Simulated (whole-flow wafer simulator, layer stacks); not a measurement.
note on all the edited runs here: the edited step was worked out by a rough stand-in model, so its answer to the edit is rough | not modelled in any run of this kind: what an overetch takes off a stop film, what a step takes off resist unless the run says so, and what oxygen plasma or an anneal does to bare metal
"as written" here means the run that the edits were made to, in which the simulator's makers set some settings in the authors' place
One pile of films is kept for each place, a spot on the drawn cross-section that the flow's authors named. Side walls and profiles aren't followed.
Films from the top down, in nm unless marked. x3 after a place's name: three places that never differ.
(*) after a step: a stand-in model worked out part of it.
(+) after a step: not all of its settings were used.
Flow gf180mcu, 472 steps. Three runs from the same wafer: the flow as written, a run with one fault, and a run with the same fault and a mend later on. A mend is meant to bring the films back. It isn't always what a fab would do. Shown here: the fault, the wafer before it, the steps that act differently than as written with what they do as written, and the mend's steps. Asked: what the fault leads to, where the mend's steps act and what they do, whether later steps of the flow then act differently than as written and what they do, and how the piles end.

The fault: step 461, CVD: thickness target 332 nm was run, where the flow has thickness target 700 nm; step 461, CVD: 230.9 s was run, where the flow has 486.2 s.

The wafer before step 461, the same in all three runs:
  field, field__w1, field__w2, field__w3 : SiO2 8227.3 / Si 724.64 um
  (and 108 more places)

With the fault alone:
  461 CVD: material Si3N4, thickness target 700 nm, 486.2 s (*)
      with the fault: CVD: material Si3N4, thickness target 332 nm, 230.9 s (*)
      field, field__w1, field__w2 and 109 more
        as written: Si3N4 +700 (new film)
        with the fault: Si3N4 +332.6 (new film)
  Later steps of the flow that act differently than as written (4 more steps differ only slightly, by at most 2% or 0.5 nm, whichever is larger, and aren't shown):
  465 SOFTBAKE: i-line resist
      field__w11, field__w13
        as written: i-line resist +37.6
        with the fault: i-line resist +35.7
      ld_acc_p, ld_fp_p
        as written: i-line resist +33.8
        with the fault: i-line resist +31.8
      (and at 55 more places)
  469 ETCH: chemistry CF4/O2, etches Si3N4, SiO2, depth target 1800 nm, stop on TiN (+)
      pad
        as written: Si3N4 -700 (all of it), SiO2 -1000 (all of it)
        with the fault: Si3N4 -332.6 (all of it), SiO2 -1000 (all of it)
  At the end the piles differ from the flow's by more than 2% or 0.5 nm, whichever is larger, at field, field__w1, field__w2 and 108 more.
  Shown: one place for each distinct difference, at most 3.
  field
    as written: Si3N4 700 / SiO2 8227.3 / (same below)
    with the fault: Si3N4 332.6 / SiO2 8227.3 / (same below)
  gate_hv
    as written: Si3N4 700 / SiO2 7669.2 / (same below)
    with the fault: Si3N4 332.6 / SiO2 7669.2 / (same below)
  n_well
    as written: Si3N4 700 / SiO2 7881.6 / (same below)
    with the fault: Si3N4 332.6 / SiO2 7881.6 / (same below)

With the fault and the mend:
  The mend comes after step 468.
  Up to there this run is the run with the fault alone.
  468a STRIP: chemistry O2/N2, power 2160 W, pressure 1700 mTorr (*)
      iso_ptap_pw, iso_ntap_nw, iso_nw_fld and 33 more
        i-line resist -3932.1 (all of it)
      p_well, sti, spacer, sd_n, mim_1p0, dice_street
        i-line resist -3938 (all of it)
      field__w4, sd_p, gate_p, nw_enc_fld_lv__w3
        i-line resist -3974.6 (all of it)
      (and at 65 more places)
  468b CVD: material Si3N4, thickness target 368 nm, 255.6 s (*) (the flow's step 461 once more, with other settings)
      field, field__w1, field__w2 and 109 more
        Si3N4 +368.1
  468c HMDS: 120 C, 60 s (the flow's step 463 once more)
      changes no film at any place that is followed
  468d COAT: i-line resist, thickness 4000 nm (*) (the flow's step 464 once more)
      iso_ptap_pw, iso_ntap_nw, iso_nw_fld and 33 more
        i-line resist +4000 (new film)
      field__w9, field__w13, sd_p_hv, gate_p_hv, nplus_u, npoly_u
        i-line resist +4017 (new film)
      p_well, sti, spacer, sd_n, mim_1p0, dice_street
        i-line resist +4006.3 (new film)
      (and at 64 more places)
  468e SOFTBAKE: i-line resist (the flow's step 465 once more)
      ld_acc_p, ld_fp_p, ld_drift_p
        i-line resist +33.8
      field__w2, field_sub__w4
        i-line resist +33.4
      field__w11, field__w13
        i-line resist +37.6
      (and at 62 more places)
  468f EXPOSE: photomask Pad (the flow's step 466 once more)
      changes no film at any place that is followed
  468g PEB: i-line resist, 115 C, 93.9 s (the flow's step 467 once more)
      iso_ptap_pw, iso_ntap_nw, iso_nw_fld and 33 more
        i-line resist -67.9
      field, field__w2, field__w3 and 25 more
        i-line resist -68.8
      field_sub, field_sub__w1, field_sub__w2 and 23 more
        i-line resist -68.7
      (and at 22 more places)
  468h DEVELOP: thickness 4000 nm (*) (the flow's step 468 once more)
      field__w5, field__w7, field__w13 and 13 more
        i-line resist -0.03
      pad
        i-line resist -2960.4 (all of it)
  No later step of the flow acts differently than as written, at any place that is followed, by more than 2% or 0.5 nm, whichever is larger.
  At the end the piles differ from the flow's only slightly at the places that both follow, by at most 2% or 0.5 nm, whichever is larger.
